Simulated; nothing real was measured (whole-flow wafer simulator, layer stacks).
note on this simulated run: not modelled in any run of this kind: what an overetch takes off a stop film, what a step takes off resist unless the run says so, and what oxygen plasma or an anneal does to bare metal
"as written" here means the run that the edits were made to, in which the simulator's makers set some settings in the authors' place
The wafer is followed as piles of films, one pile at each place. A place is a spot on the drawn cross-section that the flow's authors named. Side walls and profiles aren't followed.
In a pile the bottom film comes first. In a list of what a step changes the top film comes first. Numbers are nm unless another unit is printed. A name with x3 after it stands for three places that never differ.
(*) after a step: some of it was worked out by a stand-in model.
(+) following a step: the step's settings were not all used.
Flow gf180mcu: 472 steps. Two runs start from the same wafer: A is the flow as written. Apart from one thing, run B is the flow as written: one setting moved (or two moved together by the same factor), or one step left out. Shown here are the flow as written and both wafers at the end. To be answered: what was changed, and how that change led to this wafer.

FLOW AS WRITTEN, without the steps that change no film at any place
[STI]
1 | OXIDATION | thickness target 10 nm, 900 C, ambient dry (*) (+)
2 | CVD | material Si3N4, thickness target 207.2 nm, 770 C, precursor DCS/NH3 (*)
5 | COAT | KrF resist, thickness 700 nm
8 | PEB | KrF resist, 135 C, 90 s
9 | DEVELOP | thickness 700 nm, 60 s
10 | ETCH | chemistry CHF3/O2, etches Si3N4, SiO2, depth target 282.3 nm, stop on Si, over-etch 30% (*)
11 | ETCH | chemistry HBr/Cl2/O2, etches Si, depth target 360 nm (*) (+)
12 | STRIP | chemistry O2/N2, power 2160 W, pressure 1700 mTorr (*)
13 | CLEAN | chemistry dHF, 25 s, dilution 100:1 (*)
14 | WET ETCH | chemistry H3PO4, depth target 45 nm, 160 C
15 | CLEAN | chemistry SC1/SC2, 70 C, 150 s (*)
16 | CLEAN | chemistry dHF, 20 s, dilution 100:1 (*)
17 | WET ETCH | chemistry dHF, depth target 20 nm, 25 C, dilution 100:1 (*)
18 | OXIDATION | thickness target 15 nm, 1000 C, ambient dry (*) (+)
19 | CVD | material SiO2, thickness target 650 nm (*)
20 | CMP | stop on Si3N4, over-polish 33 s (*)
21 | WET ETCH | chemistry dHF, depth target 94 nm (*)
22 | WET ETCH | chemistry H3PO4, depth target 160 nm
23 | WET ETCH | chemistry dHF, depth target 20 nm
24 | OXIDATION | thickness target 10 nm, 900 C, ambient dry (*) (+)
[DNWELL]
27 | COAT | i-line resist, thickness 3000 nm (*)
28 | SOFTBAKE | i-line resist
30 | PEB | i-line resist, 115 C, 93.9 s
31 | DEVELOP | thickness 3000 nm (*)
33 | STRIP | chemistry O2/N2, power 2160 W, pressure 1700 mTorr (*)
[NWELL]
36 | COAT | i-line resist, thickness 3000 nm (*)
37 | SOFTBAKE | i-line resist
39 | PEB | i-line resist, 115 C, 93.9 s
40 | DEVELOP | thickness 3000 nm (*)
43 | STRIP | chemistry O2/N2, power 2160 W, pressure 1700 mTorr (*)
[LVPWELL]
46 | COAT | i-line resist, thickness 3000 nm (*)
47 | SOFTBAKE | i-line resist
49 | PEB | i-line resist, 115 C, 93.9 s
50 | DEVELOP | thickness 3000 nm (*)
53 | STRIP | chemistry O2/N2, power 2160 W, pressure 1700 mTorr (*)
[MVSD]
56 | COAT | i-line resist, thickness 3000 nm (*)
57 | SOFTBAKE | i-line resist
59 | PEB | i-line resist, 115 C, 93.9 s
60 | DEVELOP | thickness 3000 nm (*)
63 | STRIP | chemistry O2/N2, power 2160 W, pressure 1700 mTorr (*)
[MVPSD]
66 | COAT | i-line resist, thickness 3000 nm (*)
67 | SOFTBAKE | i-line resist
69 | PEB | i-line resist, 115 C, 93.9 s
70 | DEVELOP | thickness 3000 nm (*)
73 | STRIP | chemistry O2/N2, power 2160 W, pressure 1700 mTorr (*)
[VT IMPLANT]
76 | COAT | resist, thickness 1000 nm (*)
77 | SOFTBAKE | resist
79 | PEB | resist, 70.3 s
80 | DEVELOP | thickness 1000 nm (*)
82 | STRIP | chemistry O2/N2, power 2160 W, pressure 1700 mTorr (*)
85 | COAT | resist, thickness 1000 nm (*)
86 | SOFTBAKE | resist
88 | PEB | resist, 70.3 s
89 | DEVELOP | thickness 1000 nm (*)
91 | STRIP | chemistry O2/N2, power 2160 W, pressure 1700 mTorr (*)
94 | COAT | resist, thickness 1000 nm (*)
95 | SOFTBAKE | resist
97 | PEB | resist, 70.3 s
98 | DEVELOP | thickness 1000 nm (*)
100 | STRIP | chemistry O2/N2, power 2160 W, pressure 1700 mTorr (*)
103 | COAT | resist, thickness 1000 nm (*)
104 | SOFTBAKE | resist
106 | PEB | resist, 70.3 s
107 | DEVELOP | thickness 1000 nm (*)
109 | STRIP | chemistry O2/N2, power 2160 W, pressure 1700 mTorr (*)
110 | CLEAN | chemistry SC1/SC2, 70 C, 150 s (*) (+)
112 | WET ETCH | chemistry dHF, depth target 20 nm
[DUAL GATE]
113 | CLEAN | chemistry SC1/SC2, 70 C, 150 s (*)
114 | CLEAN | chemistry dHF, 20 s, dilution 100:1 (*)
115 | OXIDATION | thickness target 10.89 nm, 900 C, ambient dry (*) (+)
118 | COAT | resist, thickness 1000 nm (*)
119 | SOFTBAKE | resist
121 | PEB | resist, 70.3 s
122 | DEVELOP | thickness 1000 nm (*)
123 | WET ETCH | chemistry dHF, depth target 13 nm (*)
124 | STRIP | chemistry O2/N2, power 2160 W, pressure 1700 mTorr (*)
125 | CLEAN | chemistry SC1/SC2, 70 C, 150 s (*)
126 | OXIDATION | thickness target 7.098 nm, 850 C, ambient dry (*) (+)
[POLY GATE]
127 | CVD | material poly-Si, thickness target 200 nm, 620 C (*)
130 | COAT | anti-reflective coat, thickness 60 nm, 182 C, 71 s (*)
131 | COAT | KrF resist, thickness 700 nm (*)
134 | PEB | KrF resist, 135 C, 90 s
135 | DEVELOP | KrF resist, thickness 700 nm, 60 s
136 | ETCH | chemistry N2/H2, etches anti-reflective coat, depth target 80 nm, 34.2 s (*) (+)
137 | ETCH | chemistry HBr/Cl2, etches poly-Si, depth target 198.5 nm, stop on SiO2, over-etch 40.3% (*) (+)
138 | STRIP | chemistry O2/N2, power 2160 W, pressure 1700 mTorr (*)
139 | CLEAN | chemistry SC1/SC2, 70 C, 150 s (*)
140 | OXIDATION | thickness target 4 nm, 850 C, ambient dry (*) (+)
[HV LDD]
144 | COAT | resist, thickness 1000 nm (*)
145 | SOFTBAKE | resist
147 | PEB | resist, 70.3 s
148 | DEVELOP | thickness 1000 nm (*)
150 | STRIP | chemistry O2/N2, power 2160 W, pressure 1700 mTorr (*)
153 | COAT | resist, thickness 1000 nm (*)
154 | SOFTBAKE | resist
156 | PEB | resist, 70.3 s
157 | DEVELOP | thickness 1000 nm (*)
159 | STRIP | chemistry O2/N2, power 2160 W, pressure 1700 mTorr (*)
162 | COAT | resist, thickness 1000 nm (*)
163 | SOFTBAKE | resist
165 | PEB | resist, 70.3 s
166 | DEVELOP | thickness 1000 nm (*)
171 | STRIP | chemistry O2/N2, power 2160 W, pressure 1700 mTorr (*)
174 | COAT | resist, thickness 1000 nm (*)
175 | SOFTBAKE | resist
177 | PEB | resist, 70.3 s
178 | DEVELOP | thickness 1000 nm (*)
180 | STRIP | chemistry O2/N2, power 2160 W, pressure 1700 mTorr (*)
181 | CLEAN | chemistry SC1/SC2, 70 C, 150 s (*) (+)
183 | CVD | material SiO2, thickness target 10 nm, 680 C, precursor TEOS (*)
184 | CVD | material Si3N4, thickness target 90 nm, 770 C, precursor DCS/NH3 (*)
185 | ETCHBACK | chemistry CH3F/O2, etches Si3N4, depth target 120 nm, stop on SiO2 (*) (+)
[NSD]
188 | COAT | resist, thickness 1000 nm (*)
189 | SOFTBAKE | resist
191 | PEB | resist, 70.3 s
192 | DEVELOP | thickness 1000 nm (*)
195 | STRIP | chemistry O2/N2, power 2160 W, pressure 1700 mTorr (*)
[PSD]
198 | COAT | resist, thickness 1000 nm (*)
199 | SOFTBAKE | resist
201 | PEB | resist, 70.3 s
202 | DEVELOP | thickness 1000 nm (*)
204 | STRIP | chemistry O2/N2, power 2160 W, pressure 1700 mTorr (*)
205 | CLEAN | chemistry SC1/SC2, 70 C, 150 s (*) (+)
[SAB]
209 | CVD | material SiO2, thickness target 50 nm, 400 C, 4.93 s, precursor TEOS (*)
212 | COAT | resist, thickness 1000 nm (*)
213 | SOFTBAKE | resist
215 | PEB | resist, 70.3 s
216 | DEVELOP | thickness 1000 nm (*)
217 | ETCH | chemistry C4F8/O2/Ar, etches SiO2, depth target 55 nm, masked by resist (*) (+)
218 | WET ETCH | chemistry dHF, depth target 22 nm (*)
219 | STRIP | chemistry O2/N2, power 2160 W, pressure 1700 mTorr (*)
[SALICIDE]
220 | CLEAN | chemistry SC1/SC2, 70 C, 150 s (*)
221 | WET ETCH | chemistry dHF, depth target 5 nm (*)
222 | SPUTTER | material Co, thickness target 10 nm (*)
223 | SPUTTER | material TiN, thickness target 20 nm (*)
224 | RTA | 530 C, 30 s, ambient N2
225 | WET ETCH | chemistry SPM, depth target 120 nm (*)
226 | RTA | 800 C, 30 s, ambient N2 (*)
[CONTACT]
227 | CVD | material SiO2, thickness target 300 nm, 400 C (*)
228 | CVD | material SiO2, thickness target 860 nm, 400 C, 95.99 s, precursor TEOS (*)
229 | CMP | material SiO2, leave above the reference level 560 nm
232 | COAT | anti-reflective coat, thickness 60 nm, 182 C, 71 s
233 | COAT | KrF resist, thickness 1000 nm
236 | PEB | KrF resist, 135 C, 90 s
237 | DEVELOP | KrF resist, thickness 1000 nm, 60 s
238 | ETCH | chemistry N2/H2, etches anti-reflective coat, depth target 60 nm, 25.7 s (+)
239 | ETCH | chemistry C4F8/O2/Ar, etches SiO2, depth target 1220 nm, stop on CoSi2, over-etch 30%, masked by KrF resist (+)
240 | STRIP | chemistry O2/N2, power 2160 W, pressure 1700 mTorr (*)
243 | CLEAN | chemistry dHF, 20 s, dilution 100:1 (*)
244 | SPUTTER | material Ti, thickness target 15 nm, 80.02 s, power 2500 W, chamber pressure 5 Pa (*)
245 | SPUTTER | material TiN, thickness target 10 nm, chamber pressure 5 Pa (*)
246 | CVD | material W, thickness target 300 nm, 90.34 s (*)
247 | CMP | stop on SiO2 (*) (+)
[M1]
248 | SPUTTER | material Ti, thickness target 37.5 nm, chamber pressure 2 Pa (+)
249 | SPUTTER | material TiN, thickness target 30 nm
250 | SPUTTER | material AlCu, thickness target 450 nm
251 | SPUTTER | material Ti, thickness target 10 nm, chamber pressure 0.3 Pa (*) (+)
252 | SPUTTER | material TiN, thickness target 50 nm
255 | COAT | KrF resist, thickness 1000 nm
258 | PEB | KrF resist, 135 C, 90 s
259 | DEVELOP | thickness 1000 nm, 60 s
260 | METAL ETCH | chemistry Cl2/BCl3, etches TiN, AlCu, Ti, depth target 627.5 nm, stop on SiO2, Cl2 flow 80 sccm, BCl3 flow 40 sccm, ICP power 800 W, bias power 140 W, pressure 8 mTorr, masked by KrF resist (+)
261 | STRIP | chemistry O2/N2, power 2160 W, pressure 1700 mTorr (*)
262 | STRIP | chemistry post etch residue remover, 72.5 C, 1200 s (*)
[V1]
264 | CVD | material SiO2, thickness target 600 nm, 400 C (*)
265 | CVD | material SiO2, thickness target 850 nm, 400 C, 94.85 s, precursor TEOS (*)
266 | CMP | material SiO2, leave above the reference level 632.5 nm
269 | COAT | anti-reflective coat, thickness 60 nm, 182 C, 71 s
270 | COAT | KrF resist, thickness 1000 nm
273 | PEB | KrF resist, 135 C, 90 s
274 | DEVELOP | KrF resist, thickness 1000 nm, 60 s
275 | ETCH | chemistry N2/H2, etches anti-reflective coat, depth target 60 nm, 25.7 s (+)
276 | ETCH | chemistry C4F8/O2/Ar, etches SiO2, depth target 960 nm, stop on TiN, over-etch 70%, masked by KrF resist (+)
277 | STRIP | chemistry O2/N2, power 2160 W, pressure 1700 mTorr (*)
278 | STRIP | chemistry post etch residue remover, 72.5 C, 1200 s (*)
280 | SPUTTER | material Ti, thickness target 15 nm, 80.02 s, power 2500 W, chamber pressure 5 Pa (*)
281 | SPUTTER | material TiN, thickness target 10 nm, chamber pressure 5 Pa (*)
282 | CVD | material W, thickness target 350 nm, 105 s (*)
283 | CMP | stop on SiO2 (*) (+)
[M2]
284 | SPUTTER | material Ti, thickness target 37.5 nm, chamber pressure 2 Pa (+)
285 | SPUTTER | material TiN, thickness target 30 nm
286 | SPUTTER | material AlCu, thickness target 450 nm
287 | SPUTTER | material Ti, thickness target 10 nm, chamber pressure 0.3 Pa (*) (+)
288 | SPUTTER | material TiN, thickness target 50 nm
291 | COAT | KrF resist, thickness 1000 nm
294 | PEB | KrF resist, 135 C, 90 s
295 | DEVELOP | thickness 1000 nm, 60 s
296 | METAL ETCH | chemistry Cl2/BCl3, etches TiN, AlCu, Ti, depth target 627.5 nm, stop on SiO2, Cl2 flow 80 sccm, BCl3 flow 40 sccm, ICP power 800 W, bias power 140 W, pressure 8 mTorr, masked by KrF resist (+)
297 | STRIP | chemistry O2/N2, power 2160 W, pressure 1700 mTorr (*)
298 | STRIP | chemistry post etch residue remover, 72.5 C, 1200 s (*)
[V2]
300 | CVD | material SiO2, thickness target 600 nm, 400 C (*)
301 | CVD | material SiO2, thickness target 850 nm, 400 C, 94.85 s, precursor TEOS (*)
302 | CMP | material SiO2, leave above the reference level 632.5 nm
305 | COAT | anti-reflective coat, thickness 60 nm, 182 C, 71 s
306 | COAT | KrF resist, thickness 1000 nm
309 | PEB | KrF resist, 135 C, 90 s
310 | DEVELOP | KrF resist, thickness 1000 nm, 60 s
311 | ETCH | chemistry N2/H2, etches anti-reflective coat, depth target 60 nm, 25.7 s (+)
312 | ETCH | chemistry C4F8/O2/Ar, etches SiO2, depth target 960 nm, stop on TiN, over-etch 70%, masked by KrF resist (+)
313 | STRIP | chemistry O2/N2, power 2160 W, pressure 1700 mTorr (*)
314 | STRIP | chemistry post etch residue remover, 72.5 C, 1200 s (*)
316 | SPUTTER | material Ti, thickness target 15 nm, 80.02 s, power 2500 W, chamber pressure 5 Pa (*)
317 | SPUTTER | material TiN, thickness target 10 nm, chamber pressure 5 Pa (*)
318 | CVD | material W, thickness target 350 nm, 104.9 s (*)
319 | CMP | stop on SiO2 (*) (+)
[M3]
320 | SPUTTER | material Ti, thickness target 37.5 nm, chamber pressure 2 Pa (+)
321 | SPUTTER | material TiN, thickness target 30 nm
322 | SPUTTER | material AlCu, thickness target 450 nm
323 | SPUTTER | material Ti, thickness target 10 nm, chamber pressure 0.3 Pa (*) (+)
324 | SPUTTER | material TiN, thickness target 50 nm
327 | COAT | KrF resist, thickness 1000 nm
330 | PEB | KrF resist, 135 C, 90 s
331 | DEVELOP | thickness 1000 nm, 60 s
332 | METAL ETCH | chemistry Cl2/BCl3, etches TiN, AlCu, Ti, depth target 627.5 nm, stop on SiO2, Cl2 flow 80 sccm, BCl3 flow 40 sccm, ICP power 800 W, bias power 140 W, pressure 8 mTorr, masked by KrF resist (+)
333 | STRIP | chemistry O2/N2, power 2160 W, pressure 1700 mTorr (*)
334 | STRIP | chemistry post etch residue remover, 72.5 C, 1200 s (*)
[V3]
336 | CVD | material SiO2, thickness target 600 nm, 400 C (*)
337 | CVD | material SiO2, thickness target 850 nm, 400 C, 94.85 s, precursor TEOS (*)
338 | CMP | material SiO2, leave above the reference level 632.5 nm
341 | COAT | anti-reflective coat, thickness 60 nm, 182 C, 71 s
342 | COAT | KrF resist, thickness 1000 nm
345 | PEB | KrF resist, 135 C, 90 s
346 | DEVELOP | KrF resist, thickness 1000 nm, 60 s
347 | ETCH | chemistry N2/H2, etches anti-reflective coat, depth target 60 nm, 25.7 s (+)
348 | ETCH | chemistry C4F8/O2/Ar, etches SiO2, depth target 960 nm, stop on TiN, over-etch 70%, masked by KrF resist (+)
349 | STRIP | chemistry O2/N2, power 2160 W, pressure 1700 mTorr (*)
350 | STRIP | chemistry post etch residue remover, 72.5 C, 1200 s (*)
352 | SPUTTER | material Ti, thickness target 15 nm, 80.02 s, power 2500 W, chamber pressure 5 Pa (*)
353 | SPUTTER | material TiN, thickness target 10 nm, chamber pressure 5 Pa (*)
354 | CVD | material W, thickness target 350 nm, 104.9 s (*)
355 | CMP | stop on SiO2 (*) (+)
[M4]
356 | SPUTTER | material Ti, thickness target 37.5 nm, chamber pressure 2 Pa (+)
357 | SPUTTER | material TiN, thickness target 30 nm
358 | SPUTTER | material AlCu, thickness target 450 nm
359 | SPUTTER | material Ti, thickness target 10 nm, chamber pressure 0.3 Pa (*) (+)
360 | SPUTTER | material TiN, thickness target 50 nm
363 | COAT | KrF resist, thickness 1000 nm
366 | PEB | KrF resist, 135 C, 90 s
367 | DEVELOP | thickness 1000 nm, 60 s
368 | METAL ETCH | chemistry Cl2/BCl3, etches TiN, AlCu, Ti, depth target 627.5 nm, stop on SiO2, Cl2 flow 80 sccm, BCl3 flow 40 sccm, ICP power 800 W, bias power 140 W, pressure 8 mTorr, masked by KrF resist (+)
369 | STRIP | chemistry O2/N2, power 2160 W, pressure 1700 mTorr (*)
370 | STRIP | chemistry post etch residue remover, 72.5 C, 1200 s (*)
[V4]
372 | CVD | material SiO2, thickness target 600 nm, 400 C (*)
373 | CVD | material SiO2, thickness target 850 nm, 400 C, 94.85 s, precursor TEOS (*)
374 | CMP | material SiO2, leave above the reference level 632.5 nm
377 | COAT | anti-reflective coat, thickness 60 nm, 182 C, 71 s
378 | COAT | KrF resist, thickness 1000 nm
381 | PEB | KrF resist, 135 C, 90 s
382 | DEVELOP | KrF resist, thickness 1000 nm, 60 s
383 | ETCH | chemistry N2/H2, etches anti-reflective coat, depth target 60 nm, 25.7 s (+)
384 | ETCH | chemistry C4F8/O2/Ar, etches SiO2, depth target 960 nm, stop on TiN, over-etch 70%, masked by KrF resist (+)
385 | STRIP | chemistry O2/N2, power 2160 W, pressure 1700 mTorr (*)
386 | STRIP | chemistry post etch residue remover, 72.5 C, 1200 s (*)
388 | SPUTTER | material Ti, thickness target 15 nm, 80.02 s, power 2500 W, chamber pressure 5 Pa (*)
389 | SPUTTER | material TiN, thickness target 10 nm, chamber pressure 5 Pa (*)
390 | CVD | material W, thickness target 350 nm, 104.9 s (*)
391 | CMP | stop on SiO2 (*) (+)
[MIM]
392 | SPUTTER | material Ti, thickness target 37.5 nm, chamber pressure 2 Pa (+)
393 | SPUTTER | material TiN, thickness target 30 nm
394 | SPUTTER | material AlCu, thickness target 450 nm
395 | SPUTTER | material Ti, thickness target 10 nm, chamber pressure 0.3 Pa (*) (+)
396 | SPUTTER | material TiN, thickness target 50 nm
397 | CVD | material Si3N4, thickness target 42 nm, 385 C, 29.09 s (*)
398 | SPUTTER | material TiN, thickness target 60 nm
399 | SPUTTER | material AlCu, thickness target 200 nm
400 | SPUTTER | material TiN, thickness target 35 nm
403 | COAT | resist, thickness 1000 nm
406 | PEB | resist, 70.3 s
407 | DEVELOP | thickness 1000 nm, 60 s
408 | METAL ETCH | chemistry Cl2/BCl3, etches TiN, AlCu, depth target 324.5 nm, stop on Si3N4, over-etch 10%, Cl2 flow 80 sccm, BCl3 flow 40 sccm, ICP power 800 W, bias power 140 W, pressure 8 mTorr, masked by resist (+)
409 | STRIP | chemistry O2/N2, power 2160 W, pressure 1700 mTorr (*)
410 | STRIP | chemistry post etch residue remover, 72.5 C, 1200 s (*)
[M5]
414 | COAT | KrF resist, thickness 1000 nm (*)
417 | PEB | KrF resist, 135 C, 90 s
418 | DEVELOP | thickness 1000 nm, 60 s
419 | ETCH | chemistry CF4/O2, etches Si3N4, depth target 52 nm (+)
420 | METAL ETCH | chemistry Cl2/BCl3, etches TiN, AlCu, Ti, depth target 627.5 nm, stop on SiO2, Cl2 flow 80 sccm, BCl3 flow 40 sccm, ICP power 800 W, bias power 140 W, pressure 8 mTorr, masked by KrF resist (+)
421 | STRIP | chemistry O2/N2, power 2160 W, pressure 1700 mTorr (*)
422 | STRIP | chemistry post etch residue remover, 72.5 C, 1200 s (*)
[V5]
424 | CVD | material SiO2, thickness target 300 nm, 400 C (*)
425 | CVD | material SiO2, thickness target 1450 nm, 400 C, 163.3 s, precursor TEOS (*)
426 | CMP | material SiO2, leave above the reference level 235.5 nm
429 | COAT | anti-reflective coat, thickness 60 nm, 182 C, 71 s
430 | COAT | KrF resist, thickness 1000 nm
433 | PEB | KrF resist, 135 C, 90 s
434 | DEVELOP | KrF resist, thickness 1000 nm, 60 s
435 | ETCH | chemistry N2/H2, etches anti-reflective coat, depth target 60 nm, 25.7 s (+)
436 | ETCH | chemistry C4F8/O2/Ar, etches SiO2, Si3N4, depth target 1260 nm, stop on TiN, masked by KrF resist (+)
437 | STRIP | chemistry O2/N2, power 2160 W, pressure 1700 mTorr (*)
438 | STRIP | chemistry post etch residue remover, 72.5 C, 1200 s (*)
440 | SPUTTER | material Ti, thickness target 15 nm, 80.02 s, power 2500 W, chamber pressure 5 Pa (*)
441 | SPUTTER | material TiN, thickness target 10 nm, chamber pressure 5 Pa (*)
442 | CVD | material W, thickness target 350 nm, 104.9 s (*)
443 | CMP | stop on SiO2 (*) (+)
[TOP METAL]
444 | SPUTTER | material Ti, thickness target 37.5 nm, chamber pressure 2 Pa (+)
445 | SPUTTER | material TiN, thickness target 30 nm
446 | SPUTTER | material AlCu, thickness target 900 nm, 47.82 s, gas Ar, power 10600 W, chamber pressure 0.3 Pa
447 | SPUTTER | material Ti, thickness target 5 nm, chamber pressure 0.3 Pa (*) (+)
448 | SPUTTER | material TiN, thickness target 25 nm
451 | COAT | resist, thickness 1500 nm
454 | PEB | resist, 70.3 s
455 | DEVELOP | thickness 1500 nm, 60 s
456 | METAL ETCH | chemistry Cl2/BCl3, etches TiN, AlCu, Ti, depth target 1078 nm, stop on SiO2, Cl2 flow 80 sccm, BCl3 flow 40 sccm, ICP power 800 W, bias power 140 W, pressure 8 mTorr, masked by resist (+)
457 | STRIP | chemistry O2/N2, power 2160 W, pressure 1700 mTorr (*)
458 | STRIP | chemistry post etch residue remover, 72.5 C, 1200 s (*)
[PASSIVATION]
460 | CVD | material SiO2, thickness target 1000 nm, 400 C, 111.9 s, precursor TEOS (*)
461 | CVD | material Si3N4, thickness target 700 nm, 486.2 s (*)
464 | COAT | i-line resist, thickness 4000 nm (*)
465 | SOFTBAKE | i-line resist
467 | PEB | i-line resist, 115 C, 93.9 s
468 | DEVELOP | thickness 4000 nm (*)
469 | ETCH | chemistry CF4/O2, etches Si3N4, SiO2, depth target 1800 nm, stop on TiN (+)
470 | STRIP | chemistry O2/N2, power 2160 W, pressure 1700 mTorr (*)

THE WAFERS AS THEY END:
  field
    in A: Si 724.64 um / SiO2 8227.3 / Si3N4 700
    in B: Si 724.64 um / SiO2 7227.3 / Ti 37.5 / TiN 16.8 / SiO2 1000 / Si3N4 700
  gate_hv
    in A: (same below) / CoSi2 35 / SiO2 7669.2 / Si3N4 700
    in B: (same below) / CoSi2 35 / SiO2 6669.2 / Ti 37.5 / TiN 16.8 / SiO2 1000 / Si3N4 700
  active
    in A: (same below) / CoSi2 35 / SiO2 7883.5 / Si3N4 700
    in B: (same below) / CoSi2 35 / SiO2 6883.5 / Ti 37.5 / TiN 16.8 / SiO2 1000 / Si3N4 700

Cause: step 456, METAL ETCH: depth target 942.8 nm was run, though the flow has depth target 1078 nm.

Step by step, how the change led to this:
  456 | METAL ETCH | chemistry Cl2/BCl3, etches TiN, AlCu, Ti, depth target 1078 nm, stop on SiO2, Cl2 flow 80 sccm, BCl3 flow 40 sccm, ICP power 800 W, bias power 140 W, pressure 8 mTorr, masked by resist (+)
      field, field__w1, field__w2 and 103 more: A -25 TiN (all of it), -5 Ti (all of it), -900 AlCu (all of it), -30 TiN (all of it), -37.5 Ti (all of it) | B -25 TiN (all of it), -5 Ti (all of it), -900 AlCu (all of it), -12.8 TiN
      field__w8, contact, m1, m1__w1, pad, m1_nw: A -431 resist | B -377.1 resist
  457 | STRIP | chemistry O2/N2, power 2160 W, pressure 1700 mTorr (*)
      field__w8, contact, m1, m1__w1, pad, m1_nw: A -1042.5 resist (all of it) | B -1096.3 resist (all of it)
  460 | CVD | material SiO2, thickness target 1000 nm, 400 C, 111.9 s, precursor TEOS (*)
      field, field__w1, field__w2 and 103 more: A +1000 SiO2 | B +1000 SiO2 (new film)
  465 | SOFTBAKE | i-line resist
      ld_acc_p, ld_fp_p, ld_drift_p: A +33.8 i-line resist | B +31.2 i-line resist
      field__w11, field__w13: A +37.6 i-line resist | B +34.7 i-line resist
      (and at 64 other places as well)
  467 | PEB | i-line resist, 115 C, 93.9 s
      pad: A -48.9 i-line resist | B -49.9 i-line resist
  470 | STRIP | chemistry O2/N2, power 2160 W, pressure 1700 mTorr (*)
      field__w8, m1__w1: A -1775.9 i-line resist (all of it) | B -1827.9 i-line resist (all of it)
      contact: A -1798.3 i-line resist (all of it) | B -1848.5 i-line resist (all of it)
      (and at 2 other places as well)
With metal films that touch counted as one body, field has 1 body; the flow as written gives 0 bodies.
With metal films that touch counted as one body, gate_hv has 2 bodies (between them, from the top down: SiO2 6669.2); the flow as written gives 1 body.
With metal films that touch counted as one body, active has 2 bodies (between them, from the top down: SiO2 6883.5); the flow as written gives 1 body.
